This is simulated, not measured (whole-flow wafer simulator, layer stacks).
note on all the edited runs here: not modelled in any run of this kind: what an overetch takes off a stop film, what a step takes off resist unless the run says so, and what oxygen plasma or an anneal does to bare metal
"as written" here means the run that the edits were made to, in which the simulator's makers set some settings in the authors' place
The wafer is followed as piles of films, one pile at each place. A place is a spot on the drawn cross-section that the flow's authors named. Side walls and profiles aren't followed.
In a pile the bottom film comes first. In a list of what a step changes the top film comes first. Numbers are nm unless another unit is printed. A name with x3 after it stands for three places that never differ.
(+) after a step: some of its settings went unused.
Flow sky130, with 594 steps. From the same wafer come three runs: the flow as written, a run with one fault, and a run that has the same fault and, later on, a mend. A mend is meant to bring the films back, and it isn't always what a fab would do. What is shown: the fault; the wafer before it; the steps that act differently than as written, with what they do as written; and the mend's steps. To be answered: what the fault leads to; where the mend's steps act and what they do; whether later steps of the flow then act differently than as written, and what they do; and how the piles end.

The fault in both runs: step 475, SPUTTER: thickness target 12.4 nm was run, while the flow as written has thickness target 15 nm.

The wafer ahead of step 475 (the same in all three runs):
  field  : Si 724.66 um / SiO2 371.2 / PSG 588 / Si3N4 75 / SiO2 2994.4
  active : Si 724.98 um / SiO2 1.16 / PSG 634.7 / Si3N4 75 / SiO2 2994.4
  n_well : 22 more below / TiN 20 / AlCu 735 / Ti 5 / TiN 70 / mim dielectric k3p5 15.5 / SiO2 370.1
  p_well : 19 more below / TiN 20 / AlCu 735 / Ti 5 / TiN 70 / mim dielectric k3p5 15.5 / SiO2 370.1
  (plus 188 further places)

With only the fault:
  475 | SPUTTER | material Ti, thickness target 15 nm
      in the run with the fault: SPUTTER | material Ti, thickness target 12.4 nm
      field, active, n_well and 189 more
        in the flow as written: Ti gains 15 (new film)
        in the run with the fault: Ti gains 12.4 (new film)
  Steps further on in the flow that do not act as written (12 other steps are not shown; they differ only slightly, by no more than 2% or 0.5 nm, whichever is larger):
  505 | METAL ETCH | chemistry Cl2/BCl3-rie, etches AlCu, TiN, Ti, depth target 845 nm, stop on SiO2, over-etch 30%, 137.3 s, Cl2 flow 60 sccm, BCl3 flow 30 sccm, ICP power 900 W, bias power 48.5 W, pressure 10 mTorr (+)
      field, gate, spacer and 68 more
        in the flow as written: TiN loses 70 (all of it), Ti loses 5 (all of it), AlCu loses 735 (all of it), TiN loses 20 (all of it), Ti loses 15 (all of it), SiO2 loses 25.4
        in the run with the fault: TiN loses 70 (all of it), Ti loses 5 (all of it), AlCu loses 735 (all of it), TiN loses 20 (all of it), Ti loses 12.4 (all of it), SiO2 loses 25.6
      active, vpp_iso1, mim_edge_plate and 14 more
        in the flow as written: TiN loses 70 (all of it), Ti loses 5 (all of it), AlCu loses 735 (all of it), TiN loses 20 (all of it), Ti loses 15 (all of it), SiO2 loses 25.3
        in the run with the fault: TiN loses 70 (all of it), Ti loses 5 (all of it), AlCu loses 735 (all of it), TiN loses 20 (all of it), Ti loses 12.4 (all of it), SiO2 loses 25.6
  At n_well, p_well, gate_hv and 102 more, the piles at the end differ from the flow's by more than 2% or 0.5 nm, whichever is larger.
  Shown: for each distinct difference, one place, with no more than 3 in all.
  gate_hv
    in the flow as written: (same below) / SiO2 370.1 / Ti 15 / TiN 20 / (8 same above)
    in the run with the fault: (same below) / SiO2 370.1 / Ti 12.4 / TiN 20 / (8 same above)
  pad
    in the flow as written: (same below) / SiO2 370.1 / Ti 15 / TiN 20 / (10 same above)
    in the run with the fault: (same below) / SiO2 370.1 / Ti 12.4 / TiN 20 / (10 same above)
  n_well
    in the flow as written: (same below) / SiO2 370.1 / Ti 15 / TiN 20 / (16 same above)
    in the run with the fault: (same below) / SiO2 370.1 / Ti 12.4 / TiN 20 / (16 same above)

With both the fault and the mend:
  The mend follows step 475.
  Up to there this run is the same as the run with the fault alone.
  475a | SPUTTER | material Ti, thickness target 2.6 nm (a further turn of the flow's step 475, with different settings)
      field, active, n_well and 189 more
        Ti gains 2.6
  Later steps of the flow that are run all act as written at every place that is followed.
  The piles end the same as the flow's at every place that both follow.
